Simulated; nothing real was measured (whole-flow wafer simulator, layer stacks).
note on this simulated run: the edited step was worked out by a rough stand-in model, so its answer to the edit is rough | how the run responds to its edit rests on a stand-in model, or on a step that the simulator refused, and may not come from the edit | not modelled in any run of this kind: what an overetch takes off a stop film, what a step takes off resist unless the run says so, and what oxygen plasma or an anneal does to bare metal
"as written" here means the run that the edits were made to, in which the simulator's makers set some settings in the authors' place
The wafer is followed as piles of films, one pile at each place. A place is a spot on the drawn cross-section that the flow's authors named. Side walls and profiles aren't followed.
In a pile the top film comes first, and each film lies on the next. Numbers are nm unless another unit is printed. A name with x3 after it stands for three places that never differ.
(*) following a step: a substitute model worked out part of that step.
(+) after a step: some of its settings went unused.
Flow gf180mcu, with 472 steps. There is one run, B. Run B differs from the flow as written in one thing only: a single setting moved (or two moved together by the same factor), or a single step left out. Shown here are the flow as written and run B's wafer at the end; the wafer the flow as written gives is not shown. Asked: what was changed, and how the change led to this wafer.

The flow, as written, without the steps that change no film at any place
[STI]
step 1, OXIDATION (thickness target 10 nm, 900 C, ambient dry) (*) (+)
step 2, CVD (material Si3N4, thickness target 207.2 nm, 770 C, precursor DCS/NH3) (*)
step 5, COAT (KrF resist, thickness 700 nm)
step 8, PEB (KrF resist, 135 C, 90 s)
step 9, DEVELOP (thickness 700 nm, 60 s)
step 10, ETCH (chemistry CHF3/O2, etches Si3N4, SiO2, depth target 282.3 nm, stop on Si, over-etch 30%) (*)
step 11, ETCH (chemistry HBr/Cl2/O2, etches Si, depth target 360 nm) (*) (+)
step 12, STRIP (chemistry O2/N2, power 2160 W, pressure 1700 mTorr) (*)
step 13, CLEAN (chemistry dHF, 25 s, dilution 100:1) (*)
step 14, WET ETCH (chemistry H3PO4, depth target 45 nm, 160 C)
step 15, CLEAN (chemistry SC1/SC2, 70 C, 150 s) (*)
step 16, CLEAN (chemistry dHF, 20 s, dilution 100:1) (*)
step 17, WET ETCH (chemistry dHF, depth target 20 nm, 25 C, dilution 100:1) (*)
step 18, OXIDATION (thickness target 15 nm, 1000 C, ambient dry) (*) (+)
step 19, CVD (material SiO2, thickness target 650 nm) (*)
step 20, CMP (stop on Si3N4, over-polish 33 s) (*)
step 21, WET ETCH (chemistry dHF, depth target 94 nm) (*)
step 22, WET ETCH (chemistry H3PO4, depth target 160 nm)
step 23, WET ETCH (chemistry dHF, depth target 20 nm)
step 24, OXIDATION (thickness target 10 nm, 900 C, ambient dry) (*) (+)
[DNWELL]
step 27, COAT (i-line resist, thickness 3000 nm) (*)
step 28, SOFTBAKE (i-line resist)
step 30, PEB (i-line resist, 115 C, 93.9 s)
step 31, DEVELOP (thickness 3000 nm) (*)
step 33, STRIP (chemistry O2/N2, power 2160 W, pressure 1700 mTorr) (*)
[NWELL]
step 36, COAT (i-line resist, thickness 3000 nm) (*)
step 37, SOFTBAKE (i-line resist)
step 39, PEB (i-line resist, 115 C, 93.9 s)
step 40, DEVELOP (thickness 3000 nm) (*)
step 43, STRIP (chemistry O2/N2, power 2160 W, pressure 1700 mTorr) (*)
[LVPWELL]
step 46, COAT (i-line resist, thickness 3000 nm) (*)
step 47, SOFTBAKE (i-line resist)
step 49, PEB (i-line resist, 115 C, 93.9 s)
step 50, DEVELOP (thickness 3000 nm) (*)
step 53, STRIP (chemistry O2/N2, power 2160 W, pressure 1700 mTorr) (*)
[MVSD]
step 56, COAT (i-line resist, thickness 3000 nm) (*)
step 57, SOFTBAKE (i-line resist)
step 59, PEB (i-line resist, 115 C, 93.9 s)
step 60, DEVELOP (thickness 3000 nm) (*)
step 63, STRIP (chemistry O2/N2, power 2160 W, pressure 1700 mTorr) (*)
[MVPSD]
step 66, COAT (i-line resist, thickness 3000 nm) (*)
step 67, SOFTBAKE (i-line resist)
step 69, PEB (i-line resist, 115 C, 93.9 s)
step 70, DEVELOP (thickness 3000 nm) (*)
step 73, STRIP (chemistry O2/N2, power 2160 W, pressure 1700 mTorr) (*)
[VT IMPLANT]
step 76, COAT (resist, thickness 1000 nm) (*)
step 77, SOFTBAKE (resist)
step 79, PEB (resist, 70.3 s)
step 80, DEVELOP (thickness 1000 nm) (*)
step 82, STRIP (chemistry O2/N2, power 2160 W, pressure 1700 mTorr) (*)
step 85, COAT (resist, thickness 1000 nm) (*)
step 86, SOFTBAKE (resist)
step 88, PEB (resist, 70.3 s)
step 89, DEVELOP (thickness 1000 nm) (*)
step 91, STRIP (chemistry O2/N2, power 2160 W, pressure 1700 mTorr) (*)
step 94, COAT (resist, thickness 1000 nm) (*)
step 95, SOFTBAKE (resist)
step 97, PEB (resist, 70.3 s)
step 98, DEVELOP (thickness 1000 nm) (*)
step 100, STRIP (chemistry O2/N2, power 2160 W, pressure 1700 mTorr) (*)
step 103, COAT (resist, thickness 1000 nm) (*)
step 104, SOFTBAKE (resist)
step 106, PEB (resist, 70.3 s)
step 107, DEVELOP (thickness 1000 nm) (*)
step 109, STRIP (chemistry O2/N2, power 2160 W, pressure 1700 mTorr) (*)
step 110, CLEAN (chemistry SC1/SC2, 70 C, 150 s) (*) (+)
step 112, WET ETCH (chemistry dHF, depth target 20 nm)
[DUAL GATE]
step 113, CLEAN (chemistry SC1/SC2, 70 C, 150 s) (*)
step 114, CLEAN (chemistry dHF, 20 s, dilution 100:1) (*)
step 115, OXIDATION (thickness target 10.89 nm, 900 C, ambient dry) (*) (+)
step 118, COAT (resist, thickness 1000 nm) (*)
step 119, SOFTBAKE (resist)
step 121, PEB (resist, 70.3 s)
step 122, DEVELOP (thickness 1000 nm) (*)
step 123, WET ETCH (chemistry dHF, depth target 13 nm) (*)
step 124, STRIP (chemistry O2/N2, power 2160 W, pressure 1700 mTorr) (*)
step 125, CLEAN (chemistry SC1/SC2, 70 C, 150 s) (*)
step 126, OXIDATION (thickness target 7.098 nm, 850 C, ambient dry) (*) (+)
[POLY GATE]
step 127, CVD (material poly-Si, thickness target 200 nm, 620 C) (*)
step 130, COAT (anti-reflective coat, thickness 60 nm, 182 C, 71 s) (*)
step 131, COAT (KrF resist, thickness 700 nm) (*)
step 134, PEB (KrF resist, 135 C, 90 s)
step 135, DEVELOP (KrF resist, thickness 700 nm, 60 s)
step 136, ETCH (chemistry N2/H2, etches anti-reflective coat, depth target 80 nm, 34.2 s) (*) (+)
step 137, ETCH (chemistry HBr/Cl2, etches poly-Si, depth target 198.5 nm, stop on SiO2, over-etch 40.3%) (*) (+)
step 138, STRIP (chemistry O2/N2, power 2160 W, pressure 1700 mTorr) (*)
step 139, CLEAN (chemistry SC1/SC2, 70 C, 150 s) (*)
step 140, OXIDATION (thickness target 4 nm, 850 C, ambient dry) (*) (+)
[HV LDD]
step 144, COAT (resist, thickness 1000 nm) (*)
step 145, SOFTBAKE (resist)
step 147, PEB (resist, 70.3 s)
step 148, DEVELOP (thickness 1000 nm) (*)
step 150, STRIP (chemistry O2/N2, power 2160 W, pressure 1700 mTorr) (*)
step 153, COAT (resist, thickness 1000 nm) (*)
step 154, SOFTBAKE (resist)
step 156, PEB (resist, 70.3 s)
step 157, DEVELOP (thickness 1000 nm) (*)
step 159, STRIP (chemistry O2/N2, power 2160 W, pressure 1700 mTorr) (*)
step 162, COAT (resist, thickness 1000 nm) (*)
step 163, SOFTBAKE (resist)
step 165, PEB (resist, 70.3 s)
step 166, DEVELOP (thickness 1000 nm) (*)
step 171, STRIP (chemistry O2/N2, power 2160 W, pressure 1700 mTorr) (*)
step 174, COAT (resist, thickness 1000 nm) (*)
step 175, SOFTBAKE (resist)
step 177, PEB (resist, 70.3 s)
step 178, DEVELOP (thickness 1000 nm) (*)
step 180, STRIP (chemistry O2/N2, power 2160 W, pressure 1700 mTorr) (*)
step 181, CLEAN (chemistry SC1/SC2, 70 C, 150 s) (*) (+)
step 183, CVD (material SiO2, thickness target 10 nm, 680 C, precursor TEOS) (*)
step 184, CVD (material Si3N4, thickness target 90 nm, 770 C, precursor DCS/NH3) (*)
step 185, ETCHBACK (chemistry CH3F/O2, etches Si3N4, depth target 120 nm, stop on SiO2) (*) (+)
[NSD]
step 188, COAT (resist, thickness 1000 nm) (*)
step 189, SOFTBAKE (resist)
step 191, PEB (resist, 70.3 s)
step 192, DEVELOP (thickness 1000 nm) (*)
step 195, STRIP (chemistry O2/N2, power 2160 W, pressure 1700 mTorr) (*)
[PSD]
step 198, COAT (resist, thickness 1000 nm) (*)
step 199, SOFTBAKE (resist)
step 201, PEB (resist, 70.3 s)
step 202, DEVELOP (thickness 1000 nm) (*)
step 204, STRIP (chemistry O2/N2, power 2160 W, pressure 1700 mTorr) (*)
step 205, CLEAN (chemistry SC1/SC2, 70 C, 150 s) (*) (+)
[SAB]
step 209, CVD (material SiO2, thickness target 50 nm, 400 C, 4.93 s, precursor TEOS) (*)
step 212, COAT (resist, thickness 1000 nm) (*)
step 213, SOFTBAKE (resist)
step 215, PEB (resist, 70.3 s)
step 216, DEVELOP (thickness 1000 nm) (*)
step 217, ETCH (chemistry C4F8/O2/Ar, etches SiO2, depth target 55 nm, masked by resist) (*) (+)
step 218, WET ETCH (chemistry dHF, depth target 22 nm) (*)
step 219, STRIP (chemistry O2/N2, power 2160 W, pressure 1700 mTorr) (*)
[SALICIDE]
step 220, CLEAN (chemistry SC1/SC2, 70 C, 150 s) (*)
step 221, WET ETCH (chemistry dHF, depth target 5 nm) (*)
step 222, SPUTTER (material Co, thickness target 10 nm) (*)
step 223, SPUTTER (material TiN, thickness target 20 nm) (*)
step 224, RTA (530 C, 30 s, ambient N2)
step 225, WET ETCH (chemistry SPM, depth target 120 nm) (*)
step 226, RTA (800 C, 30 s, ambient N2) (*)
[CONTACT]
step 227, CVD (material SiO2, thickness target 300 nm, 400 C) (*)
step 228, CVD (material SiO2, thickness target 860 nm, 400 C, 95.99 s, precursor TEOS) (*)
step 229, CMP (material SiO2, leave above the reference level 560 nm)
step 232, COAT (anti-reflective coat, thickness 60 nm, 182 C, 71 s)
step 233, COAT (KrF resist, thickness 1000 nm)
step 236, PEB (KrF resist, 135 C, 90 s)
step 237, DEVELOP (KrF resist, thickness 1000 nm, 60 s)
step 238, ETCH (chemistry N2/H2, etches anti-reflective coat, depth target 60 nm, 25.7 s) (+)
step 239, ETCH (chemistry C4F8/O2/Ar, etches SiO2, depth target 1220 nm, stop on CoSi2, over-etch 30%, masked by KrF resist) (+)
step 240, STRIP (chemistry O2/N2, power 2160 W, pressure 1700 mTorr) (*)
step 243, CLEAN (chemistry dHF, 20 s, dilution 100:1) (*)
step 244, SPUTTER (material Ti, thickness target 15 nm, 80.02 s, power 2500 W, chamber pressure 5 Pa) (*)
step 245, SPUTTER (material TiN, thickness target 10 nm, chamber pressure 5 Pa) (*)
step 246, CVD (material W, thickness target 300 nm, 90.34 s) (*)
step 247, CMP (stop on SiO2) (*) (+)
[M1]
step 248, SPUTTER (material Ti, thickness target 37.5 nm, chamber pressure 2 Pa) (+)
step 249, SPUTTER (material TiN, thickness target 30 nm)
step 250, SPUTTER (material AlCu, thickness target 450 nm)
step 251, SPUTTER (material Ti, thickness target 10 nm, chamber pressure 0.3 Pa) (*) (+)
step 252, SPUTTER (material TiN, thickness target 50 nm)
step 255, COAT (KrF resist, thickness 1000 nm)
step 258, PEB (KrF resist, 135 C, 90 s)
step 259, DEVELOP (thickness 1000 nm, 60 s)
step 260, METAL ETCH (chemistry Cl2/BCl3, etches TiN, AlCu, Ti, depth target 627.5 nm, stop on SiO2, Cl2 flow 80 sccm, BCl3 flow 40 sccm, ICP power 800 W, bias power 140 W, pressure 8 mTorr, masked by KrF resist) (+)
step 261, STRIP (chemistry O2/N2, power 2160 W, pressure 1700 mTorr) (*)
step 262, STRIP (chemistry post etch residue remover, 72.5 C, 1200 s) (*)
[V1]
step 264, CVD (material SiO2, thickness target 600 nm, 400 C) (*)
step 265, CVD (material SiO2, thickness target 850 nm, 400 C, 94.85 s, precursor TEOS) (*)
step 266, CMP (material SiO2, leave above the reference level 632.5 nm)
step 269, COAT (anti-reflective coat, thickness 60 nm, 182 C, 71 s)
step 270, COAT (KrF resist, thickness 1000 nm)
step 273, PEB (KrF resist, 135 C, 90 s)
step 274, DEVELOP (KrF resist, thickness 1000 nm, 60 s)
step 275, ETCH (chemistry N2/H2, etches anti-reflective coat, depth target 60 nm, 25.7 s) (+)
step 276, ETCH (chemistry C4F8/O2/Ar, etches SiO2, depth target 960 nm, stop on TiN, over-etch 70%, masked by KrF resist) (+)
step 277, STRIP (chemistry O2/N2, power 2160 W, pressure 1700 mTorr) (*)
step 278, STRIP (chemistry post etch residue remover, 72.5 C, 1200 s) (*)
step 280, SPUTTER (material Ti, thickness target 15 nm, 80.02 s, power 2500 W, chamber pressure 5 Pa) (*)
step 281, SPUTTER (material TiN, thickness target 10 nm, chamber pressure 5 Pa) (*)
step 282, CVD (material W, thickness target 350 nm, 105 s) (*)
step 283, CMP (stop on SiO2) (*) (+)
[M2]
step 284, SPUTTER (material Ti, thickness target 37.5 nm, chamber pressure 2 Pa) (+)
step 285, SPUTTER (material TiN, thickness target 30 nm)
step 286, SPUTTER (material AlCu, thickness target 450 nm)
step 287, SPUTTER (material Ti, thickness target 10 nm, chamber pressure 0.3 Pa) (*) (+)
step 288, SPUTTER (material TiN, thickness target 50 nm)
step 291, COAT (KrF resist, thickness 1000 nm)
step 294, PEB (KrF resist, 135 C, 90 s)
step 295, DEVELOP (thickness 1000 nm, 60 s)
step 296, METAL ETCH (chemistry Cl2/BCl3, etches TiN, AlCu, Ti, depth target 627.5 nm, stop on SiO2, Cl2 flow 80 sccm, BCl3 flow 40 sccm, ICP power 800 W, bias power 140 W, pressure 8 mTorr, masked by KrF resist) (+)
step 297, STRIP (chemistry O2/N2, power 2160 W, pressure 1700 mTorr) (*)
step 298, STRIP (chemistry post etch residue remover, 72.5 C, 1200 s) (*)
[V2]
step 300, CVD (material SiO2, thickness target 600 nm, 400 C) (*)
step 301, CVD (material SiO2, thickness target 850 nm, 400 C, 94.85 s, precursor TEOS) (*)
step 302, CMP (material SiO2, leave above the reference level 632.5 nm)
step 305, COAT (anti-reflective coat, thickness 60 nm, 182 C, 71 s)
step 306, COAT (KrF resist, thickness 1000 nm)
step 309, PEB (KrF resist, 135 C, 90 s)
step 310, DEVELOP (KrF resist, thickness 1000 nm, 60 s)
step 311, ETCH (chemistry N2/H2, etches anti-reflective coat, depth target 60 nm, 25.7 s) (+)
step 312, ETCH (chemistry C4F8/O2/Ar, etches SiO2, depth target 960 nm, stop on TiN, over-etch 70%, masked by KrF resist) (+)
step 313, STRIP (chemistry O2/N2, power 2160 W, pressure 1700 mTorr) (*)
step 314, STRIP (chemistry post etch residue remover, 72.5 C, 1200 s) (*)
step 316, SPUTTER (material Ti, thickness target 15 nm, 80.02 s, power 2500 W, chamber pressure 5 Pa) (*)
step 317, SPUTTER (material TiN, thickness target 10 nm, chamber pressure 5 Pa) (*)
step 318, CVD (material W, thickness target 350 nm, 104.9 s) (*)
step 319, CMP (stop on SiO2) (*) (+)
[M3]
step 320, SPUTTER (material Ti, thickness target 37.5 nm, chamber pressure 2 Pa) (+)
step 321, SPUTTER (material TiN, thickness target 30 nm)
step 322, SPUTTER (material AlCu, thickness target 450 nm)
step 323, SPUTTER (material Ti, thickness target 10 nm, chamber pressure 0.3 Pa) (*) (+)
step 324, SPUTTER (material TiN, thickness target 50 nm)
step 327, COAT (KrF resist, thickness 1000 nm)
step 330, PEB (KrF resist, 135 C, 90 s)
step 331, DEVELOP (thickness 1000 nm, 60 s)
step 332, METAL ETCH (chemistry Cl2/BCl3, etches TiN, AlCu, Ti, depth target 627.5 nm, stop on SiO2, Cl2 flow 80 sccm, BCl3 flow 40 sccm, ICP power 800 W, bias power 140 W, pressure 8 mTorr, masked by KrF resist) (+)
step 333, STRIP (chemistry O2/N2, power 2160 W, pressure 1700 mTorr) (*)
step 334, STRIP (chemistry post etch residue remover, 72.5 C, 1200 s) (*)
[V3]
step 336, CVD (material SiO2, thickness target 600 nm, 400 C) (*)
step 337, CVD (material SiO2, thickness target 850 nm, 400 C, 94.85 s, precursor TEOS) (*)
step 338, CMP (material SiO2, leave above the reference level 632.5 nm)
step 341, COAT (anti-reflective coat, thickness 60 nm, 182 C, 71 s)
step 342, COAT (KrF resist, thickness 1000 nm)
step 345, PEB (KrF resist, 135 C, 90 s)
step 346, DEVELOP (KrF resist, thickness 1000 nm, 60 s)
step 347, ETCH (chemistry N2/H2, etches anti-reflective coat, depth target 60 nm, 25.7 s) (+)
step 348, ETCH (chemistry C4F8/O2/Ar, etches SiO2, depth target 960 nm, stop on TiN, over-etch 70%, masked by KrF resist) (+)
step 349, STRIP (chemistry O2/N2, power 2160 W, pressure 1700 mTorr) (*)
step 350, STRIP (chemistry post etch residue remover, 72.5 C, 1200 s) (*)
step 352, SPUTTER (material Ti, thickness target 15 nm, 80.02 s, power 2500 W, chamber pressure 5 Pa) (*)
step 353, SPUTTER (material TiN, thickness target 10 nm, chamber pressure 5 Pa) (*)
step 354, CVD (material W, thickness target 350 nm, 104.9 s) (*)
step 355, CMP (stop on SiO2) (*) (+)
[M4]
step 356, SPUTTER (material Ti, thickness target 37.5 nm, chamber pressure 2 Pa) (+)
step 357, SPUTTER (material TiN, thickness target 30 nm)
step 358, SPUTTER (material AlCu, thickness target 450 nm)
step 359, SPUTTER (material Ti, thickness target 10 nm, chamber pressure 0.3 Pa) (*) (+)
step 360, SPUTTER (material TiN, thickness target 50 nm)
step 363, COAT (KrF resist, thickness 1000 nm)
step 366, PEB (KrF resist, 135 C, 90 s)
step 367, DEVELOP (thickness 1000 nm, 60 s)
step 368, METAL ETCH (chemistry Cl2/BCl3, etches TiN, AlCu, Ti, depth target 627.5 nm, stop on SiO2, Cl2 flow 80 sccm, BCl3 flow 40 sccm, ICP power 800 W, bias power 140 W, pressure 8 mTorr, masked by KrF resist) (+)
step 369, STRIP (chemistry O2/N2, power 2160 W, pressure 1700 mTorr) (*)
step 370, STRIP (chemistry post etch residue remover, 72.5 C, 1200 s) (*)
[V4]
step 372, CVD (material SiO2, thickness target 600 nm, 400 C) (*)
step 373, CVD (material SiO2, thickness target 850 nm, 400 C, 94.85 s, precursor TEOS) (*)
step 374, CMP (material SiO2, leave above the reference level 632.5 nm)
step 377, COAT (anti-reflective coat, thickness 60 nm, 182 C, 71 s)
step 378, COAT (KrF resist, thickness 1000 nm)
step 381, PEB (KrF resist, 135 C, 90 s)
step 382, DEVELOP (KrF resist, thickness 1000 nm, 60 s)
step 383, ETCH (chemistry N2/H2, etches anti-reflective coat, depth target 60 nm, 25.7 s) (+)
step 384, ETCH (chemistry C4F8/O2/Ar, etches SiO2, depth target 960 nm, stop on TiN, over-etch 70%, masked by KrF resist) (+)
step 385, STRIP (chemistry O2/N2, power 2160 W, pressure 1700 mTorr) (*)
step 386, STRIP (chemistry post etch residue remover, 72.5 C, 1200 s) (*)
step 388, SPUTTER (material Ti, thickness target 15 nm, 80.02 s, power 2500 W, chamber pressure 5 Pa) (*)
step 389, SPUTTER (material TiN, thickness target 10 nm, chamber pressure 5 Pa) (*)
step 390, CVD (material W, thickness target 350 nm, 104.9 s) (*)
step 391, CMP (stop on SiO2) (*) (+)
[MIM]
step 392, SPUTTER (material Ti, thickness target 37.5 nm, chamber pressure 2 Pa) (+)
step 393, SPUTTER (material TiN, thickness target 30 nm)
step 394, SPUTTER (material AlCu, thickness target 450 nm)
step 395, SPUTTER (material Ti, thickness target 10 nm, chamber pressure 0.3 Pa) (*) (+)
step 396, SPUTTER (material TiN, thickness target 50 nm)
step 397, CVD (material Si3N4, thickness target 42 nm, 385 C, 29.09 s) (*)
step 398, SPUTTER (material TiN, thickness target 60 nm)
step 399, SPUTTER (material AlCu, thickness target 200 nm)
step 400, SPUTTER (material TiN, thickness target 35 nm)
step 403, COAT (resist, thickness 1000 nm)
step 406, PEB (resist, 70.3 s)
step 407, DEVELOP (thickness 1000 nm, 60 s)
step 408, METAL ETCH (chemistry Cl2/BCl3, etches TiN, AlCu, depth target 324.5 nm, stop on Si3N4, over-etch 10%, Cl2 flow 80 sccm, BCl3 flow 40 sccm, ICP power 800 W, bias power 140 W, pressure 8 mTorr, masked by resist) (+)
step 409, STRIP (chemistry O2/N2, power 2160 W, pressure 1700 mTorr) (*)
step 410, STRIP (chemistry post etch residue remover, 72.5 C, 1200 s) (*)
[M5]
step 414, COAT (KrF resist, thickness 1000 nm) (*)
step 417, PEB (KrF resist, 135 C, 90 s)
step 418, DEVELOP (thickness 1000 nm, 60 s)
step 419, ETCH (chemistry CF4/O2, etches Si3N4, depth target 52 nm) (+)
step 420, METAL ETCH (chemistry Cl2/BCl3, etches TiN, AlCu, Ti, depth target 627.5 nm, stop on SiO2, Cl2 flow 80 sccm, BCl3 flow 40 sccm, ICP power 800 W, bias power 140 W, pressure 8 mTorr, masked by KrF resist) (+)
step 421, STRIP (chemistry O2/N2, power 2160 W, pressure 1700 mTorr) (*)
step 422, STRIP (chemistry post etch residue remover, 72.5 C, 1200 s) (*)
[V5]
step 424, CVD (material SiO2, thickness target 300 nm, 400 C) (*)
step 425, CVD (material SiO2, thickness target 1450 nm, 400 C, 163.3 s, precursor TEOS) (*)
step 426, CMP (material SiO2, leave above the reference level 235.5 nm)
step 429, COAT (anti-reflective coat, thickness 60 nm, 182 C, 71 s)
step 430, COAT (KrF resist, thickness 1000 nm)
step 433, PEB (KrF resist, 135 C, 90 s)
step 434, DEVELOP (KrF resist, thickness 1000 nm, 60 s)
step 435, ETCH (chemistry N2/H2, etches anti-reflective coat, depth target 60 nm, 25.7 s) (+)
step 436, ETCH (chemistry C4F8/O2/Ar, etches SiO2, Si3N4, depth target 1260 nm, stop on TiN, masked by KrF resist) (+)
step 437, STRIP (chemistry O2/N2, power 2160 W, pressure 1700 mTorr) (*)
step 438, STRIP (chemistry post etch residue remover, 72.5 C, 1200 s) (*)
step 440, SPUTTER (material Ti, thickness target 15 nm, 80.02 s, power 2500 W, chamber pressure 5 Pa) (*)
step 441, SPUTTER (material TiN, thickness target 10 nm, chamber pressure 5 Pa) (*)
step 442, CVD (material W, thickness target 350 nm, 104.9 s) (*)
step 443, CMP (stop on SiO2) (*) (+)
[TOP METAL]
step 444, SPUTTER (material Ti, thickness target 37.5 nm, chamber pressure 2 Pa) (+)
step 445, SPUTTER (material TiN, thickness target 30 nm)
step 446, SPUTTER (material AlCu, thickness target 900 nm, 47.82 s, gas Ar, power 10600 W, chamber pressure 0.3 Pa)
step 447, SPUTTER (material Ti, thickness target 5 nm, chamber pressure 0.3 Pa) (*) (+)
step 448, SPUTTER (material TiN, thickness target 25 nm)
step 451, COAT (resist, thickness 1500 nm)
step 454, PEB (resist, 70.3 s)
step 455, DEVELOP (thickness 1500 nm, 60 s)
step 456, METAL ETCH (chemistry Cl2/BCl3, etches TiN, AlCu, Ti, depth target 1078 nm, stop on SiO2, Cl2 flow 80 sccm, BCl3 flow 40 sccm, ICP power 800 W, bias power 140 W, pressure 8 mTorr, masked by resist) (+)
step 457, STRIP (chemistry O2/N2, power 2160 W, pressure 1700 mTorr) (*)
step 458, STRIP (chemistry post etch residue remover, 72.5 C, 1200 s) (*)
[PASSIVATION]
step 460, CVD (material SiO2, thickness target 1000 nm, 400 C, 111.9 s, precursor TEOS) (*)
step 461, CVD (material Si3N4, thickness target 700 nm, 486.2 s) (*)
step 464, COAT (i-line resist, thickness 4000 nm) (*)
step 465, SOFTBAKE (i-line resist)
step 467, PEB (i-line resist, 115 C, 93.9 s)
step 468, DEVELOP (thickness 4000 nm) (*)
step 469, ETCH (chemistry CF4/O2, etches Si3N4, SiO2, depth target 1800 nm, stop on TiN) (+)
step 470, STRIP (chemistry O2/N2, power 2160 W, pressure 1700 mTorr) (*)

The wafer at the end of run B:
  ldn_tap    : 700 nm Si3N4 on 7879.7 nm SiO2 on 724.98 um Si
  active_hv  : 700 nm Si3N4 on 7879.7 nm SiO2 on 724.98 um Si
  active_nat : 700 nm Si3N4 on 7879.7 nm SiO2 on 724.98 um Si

The reason: step 218, WET ETCH: depth target 9.02 nm was run, whereas the flow has depth target 22 nm.

The path from the change to this, step by step:
  step 218, WET ETCH (chemistry dHF, depth target 22 nm) (*)
      ldn_tap, ldp_src, ldp_drn, ldp_gr: -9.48 SiO2 (it would be, as written: -16 SiO2 (all of it))
      ldn_src, ldn_drn, ldp_tap: -9.49 SiO2 (it would be, as written: -16 SiO2 (all of it))
      (also at 58 further places)
  step 219, STRIP (chemistry O2/N2, power 2160 W, pressure 1700 mTorr) (*)
      active_hv, active_nat, ld_sd_n and 11 more: nothing (it would be, as written: +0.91 chemical SiO2 (new film), -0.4 Si)
  step 221, WET ETCH (chemistry dHF, depth target 5 nm) (*)
      active_hv, active_nat, ld_sd_n and 10 more: -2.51 SiO2 (it would be, as written: -0.76 chemical SiO2 (all of it))
      ld_drn_p: -2.39 SiO2 (all of it) (it would be, as written: -0.76 chemical SiO2 (all of it))
  step 222, SPUTTER (material Co, thickness target 10 nm) (*)
      field__w12: +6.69 Co (new film) (it would be, as written: +6.15 Co (new film))
  step 223, SPUTTER (material TiN, thickness target 20 nm) (*)
      field__w12: +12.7 TiN (new film) (it would be, as written: +12 TiN (new film))
      ld_sd_n: +16.4 TiN (new film) (it would be, as written: +15.5 TiN (new film))
  step 224, RTA (530 C, 30 s, ambient N2)
      ldn_tap, ldn_src, ldn_drn, ldp_tap, ldp_src, ldp_drn, ldp_gr: nothing (it would be, as written: under 1 film: +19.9 CoSi (new film), -10 Co (all of it), -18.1 Si)
      active_hv: nothing (it would be, as written: under 1 film: +19 CoSi (new film), -9.55 Co (all of it), -17.3 Si)
      (also at 5 further places)
  step 225, WET ETCH (chemistry SPM, depth target 120 nm) (*)
      ldn_tap, ldn_src, ldn_drn, ldp_tap, ldp_src, ldp_drn, ldp_gr: -20 TiN (all of it), -10 Co (all of it) (it would be, as written: -20 TiN (all of it))
      active_hv: -19 TiN (all of it), -9.56 Co (all of it) (it would be, as written: -19 TiN (all of it))
      (also at 6 further places)
  step 226, RTA (800 C, 30 s, ambient N2) (*)
      ldn_tap, ldn_src, ldn_drn, ldp_tap, ldp_src, ldp_drn, ldp_gr: nothing (it would be, as written: +35 CoSi2 (new film), -19.9 CoSi (all of it), -18.1 Si)
      active_hv: nothing (it would be, as written: +33.4 CoSi2 (new film), -19 CoSi (all of it), -17.3 Si)
      (also at 5 further places)
  step 227, CVD (material SiO2, thickness target 300 nm, 400 C) (*)
      active_hv, active_nat, ld_sd_n and 10 more: +300 SiO2 (it would be, as written: +300 SiO2 (new film))
  step 229, CMP (material SiO2, leave above the reference level 560 nm)
      ldn_sep__w1, ldn_sep__w2, ldn_dft and 8 more: -325.3 SiO2 (it would be, as written: -311 SiO2)
      sti, mim_1p0, pad, dice_street, iso_nw_fld, iso_fld_sub: -311.1 SiO2 (it would be, as written: -296.8 SiO2)
      (also at 35 further places)
If metal films that touch count as one body, ldn_tap has 0 bodies; the flow as written gives 1 body.
If metal films that touch count as one body, active_hv has 0 bodies; the flow as written gives 1 body.
If metal films that touch count as one body, active_nat has 0 bodies; the flow as written gives 1 body.
